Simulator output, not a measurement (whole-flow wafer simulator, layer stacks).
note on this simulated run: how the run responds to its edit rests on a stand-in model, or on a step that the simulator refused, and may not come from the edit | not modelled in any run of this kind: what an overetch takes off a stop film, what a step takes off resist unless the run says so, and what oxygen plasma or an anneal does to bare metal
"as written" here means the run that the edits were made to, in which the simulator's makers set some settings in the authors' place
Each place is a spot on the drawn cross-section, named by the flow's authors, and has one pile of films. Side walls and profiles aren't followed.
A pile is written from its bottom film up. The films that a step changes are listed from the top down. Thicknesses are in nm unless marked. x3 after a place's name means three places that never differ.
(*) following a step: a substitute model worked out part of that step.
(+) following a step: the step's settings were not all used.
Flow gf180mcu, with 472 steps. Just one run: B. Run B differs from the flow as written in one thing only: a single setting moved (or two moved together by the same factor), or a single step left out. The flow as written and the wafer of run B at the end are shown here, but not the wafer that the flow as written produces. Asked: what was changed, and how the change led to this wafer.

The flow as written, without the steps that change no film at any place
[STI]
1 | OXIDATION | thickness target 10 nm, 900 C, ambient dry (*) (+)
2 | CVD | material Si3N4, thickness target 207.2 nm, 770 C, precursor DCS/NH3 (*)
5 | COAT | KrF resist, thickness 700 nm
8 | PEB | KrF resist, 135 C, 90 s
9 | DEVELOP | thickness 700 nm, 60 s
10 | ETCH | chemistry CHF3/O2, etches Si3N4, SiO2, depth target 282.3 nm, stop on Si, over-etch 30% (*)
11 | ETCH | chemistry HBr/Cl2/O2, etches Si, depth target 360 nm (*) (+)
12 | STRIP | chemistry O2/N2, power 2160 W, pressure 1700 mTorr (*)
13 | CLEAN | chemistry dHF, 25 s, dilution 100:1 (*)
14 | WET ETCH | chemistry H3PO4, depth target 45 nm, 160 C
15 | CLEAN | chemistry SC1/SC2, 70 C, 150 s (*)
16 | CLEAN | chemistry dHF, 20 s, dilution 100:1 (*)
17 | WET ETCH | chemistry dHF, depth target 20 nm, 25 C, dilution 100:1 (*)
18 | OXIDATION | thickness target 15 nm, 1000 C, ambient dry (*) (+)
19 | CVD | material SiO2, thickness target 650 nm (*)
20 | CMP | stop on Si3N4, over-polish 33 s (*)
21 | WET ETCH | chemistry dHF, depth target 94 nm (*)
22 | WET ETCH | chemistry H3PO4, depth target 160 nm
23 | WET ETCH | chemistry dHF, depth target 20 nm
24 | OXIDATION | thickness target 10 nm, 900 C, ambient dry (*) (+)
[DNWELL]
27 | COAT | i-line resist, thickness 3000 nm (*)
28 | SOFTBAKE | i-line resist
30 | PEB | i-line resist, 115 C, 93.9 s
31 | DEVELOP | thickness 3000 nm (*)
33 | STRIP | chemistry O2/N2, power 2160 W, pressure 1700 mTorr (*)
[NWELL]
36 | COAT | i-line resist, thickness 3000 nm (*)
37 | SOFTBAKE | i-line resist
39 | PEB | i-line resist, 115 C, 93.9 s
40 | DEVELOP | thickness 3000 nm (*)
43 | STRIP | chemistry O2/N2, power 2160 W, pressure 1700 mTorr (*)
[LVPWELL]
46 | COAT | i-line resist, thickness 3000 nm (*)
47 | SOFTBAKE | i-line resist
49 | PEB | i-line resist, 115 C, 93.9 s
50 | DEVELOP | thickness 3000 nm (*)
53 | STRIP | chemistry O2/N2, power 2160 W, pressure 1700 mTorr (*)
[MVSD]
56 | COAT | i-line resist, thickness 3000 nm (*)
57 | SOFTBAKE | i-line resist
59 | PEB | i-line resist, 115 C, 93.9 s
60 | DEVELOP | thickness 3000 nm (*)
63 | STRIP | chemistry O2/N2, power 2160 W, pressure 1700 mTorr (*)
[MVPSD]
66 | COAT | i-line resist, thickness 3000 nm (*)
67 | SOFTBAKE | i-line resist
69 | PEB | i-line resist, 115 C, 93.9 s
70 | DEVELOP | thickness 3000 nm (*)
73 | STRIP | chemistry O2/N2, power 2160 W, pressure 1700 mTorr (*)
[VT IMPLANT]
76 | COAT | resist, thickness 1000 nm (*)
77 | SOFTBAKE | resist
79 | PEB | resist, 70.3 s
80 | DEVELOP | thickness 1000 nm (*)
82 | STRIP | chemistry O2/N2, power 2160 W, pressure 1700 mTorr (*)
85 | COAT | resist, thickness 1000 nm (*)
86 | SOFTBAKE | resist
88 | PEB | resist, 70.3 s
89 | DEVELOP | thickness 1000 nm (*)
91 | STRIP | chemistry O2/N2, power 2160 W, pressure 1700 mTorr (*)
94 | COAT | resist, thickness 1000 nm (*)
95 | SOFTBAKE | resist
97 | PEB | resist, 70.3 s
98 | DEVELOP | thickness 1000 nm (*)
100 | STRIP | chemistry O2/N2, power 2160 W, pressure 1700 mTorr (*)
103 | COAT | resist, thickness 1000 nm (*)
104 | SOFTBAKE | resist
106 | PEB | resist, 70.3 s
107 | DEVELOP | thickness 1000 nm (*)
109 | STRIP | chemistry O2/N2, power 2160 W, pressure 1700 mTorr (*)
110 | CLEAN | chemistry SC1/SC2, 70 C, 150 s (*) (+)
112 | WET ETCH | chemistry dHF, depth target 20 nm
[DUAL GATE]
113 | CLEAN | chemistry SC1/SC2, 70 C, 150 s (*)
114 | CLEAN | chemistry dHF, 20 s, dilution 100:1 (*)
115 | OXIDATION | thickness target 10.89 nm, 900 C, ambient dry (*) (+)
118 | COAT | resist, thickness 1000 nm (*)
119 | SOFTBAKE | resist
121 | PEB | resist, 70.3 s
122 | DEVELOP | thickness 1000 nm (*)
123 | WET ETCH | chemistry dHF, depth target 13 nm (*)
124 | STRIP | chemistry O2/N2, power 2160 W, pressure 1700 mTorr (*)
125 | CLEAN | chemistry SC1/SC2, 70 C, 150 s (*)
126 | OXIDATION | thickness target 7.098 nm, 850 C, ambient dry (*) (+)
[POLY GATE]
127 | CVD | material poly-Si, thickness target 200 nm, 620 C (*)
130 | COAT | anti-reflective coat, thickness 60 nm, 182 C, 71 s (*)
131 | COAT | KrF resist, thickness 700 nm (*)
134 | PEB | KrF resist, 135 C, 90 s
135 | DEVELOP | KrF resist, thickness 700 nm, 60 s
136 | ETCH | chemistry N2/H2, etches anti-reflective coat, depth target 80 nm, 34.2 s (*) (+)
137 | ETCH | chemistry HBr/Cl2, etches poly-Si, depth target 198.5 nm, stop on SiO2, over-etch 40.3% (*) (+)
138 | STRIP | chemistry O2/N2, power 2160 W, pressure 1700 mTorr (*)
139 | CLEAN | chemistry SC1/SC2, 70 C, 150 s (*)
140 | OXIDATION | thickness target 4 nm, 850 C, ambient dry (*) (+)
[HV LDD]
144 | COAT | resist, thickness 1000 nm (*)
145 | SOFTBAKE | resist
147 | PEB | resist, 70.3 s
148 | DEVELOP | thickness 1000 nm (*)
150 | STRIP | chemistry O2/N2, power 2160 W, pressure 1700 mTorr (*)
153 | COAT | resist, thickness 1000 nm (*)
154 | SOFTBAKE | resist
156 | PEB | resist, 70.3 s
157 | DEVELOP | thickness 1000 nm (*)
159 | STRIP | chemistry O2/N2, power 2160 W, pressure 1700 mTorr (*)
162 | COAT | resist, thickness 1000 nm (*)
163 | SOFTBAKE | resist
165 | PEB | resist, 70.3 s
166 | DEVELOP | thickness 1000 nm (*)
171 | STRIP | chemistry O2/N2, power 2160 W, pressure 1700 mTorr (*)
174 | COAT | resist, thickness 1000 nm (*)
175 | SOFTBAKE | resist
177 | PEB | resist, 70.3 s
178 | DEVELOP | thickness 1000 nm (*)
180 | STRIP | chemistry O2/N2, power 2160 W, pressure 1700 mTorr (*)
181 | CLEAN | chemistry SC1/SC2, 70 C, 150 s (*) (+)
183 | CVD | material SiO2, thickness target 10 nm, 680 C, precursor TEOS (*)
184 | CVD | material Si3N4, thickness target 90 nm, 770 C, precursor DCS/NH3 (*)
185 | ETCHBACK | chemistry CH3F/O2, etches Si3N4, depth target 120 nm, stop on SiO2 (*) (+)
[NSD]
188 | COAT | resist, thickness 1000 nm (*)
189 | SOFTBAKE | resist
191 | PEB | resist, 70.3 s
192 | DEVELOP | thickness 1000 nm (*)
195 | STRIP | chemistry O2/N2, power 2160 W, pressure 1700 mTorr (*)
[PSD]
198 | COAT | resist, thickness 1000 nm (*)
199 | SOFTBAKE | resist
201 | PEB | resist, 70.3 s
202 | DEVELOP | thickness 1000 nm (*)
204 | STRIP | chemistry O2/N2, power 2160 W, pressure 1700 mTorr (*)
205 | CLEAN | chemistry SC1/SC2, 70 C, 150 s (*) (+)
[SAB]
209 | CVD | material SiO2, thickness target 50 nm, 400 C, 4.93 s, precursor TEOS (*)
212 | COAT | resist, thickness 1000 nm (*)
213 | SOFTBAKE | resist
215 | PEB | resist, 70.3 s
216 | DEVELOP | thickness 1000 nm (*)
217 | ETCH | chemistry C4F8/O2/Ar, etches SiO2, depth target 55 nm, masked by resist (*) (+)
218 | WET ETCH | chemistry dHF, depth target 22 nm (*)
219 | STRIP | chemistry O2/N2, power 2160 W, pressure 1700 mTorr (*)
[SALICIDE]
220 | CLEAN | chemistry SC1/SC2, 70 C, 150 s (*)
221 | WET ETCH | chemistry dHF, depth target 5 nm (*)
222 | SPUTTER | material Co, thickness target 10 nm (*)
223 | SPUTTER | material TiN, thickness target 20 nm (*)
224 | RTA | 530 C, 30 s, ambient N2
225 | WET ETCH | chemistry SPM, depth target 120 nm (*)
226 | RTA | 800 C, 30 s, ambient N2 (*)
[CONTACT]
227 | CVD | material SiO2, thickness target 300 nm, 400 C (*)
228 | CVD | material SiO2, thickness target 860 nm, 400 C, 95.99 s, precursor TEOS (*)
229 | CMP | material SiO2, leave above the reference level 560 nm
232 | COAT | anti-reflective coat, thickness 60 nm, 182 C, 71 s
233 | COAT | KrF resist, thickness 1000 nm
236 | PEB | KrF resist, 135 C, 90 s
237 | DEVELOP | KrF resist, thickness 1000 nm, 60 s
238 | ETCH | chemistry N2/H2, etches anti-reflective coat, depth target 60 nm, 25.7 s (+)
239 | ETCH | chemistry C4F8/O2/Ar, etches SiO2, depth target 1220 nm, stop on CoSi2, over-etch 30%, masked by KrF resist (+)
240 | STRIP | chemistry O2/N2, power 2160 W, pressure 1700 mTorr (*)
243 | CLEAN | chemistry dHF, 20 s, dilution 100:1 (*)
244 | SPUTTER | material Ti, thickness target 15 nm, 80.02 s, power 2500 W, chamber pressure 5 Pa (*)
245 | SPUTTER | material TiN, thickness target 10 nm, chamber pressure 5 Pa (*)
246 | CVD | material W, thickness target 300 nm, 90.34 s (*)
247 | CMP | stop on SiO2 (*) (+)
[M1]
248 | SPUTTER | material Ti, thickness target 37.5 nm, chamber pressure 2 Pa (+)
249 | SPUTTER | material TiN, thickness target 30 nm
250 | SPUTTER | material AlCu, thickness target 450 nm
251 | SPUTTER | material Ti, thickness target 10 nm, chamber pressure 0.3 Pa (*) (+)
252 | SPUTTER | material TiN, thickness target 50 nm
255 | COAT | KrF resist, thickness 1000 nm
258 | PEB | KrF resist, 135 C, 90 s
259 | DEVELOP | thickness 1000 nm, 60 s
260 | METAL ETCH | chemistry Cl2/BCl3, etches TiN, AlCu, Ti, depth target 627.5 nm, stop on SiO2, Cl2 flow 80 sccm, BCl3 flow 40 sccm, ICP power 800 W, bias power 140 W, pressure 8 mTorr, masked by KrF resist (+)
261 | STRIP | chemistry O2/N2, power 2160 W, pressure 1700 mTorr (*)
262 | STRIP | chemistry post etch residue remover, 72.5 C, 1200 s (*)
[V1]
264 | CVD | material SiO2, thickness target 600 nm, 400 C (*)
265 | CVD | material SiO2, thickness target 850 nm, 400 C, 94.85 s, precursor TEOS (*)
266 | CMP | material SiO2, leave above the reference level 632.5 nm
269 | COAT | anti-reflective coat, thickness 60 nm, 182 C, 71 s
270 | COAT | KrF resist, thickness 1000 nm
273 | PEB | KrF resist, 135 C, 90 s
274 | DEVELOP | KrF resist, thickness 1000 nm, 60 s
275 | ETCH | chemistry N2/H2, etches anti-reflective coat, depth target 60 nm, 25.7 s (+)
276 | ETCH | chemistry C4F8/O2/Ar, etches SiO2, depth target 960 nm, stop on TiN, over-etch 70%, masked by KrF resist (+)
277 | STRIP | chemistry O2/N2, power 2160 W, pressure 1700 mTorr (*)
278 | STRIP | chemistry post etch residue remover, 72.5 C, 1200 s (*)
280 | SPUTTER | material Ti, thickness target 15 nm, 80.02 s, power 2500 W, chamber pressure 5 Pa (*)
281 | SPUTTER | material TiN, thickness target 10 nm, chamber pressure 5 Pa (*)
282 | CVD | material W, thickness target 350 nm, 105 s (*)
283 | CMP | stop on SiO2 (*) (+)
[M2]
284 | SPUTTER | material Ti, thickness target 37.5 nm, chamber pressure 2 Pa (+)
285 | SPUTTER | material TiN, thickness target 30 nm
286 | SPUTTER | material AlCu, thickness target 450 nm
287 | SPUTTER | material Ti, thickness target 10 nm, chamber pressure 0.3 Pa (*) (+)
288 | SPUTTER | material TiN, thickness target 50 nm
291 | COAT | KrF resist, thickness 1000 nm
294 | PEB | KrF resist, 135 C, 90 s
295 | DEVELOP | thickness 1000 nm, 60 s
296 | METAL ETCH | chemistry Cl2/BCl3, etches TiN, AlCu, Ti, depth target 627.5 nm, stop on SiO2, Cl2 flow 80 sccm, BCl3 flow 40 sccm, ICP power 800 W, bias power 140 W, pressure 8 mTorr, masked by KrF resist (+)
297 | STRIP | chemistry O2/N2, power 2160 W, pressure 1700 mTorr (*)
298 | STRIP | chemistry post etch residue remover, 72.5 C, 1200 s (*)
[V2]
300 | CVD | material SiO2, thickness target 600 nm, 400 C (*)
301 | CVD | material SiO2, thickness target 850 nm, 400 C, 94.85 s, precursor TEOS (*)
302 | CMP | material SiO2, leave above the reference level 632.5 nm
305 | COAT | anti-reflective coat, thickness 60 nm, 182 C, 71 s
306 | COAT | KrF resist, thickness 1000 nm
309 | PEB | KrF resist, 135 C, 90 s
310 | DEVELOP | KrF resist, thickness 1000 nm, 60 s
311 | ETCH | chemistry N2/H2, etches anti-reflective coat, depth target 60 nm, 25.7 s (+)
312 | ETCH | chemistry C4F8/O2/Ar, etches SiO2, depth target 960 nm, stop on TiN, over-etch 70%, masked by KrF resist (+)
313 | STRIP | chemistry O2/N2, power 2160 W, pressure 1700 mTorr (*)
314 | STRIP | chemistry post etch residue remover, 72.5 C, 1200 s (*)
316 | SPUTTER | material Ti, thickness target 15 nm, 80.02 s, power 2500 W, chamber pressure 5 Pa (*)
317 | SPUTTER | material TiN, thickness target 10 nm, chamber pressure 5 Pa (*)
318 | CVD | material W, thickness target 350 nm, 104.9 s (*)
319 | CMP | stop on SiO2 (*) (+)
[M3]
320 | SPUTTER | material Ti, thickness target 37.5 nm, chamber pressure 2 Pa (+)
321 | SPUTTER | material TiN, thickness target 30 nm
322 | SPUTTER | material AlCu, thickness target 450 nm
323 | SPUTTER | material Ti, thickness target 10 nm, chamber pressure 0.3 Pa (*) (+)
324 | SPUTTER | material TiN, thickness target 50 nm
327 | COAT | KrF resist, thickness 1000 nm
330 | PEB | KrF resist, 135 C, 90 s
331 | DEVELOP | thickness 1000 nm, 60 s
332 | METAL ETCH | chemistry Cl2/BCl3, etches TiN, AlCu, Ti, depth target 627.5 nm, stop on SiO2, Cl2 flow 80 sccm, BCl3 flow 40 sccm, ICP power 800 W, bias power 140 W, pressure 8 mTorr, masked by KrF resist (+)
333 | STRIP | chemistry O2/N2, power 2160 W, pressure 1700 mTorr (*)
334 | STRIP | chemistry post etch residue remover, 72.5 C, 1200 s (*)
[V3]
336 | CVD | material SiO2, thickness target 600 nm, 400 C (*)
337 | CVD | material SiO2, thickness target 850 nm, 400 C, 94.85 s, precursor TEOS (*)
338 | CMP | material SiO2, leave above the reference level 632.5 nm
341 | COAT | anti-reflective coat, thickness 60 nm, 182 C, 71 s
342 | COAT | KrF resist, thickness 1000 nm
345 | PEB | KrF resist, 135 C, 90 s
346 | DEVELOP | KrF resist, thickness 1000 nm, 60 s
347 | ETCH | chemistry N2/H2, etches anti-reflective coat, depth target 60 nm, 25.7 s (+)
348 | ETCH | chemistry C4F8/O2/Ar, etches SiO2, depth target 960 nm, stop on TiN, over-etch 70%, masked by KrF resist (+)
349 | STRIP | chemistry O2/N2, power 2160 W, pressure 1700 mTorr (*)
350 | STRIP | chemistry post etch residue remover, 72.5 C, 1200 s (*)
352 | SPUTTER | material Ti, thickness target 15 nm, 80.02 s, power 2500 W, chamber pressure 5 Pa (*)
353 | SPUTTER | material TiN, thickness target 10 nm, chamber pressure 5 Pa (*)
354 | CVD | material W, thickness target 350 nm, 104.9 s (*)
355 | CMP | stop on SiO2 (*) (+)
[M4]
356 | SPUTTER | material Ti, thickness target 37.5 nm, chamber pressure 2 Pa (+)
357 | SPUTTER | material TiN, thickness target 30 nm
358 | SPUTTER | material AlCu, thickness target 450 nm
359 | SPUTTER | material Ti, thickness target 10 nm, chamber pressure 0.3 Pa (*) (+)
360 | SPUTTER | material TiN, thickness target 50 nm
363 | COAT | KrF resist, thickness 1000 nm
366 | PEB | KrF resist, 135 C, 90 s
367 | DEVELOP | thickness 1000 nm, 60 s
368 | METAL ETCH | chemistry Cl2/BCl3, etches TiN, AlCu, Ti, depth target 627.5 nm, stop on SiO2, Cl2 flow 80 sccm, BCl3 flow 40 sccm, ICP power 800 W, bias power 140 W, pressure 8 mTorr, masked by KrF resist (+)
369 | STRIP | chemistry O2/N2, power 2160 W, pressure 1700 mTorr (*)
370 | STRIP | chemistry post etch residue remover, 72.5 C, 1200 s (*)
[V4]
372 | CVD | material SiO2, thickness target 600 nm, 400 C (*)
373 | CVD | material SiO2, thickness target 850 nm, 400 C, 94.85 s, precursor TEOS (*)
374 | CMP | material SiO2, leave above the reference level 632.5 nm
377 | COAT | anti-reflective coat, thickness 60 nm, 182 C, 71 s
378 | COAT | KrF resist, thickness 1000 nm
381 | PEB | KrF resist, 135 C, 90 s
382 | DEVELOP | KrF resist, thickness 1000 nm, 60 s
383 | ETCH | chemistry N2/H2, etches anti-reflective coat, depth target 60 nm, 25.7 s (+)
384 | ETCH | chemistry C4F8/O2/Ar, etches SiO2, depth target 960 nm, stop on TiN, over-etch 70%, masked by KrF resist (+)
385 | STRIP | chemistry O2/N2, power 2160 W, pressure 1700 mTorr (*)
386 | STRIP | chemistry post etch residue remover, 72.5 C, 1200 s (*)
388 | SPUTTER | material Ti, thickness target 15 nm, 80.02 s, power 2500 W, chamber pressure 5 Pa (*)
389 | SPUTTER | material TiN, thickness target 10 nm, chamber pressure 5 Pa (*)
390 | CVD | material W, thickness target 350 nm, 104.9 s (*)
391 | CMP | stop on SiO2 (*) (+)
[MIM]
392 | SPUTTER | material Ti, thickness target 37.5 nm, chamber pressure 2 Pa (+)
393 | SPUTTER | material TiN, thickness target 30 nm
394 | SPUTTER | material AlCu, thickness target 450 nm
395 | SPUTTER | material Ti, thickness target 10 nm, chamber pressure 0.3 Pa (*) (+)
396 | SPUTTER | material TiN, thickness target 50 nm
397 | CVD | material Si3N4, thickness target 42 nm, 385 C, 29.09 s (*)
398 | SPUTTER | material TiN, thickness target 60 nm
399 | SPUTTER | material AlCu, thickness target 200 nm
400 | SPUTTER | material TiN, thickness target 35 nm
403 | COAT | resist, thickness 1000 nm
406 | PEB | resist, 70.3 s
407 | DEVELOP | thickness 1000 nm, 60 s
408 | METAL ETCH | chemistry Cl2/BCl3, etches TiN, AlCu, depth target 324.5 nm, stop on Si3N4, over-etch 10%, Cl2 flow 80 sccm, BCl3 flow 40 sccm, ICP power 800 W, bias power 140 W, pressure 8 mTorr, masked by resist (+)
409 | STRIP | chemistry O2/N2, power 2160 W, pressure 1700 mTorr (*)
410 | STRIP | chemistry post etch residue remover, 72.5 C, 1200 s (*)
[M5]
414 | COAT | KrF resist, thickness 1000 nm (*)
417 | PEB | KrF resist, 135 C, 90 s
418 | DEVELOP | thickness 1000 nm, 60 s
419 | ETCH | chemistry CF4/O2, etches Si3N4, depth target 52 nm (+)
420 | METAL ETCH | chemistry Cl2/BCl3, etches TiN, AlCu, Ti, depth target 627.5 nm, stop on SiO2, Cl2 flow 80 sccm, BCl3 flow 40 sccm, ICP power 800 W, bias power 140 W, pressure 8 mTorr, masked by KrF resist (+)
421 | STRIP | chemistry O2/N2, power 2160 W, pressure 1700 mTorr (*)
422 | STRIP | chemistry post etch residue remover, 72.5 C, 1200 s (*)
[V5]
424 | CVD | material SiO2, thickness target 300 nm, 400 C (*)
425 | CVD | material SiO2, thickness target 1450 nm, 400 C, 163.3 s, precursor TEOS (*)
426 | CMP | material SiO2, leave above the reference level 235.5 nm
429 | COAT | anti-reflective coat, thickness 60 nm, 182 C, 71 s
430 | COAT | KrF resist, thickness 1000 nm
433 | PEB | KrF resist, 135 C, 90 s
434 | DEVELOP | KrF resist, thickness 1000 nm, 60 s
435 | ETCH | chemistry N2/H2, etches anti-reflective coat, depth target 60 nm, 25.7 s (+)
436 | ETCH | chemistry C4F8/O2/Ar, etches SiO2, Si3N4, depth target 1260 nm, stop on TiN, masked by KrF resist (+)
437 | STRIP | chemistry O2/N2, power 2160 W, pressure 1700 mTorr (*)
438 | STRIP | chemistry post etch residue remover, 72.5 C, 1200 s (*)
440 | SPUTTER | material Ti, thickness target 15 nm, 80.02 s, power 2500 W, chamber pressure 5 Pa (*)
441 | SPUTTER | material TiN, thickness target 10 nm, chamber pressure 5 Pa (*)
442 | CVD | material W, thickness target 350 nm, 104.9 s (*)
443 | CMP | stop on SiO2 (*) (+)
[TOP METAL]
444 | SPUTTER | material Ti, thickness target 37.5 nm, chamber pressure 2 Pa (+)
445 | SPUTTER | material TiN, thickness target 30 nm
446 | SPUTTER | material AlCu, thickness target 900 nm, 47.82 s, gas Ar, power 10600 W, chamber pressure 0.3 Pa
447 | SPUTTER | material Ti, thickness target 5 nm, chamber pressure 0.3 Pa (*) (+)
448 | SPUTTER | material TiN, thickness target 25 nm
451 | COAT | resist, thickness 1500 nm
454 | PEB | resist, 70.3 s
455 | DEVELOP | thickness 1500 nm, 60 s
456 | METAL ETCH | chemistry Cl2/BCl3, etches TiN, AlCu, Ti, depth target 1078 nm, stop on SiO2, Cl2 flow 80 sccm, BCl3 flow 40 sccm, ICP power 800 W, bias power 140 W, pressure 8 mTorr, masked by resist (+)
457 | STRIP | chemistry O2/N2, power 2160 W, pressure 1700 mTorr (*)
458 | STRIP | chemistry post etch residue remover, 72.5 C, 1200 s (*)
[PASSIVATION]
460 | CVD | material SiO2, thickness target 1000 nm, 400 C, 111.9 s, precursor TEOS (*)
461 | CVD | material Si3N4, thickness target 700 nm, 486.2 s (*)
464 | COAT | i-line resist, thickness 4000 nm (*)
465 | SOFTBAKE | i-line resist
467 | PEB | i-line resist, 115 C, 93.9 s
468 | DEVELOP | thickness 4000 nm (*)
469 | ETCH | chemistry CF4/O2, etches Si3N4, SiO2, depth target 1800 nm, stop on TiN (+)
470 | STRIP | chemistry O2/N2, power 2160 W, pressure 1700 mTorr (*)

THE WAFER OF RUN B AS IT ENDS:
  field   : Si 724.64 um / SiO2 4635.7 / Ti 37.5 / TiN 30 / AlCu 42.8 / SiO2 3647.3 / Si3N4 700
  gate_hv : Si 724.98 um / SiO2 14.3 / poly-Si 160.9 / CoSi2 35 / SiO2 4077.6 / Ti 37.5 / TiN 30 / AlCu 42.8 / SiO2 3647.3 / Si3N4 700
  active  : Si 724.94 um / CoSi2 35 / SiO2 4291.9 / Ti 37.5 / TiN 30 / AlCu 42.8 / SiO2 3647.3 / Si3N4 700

What caused this: step 358, SPUTTER: thickness target 616 nm was run, whereas the flow has thickness target 450 nm.

Step by step, how the change led to this:
  358 | SPUTTER | material AlCu, thickness target 450 nm
      field, field__w1, field__w2 and 108 more: +616 AlCu (new film) (as written it would have been: +450 AlCu (new film))
  368 | METAL ETCH | chemistry Cl2/BCl3, etches TiN, AlCu, Ti, depth target 627.5 nm, stop on SiO2, Cl2 flow 80 sccm, BCl3 flow 40 sccm, ICP power 800 W, bias power 140 W, pressure 8 mTorr, masked by KrF resist (+)
      field, field__w1, field__w2 and 103 more: -50 TiN (all of it), -10 Ti (all of it), -567.5 AlCu (as written it would have been: -50 TiN (all of it), -10 Ti (all of it), -450 AlCu (all of it), -30 TiN (all of it), -37.5 Ti (all of it))
  370 | STRIP | chemistry post etch residue remover, 72.5 C, 1200 s (*)
      field, field__w1, field__w2 and 103 more: -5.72 AlCu (as written it would have been: nothing)
  372 | CVD | material SiO2, thickness target 600 nm, 400 C (*)
      field, field__w1, field__w2 and 103 more: +600 SiO2 (new film) (as written it would have been: +600 SiO2)
  374 | CMP | material SiO2, leave above the reference level 632.5 nm
      field, field__w1, field__w2 and 103 more: -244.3 SiO2 (as written it would have been: -300 SiO2)
If metal films that touch count as one body, field has 1 body; the flow as written gives 0 bodies.
If metal films that touch count as one body, gate_hv has 2 bodies (between them, from the top down: SiO2 4077.6); the flow as written gives 1 body.
If metal films that touch count as one body, active has 2 bodies (between them, from the top down: SiO2 4291.9); the flow as written gives 1 body.
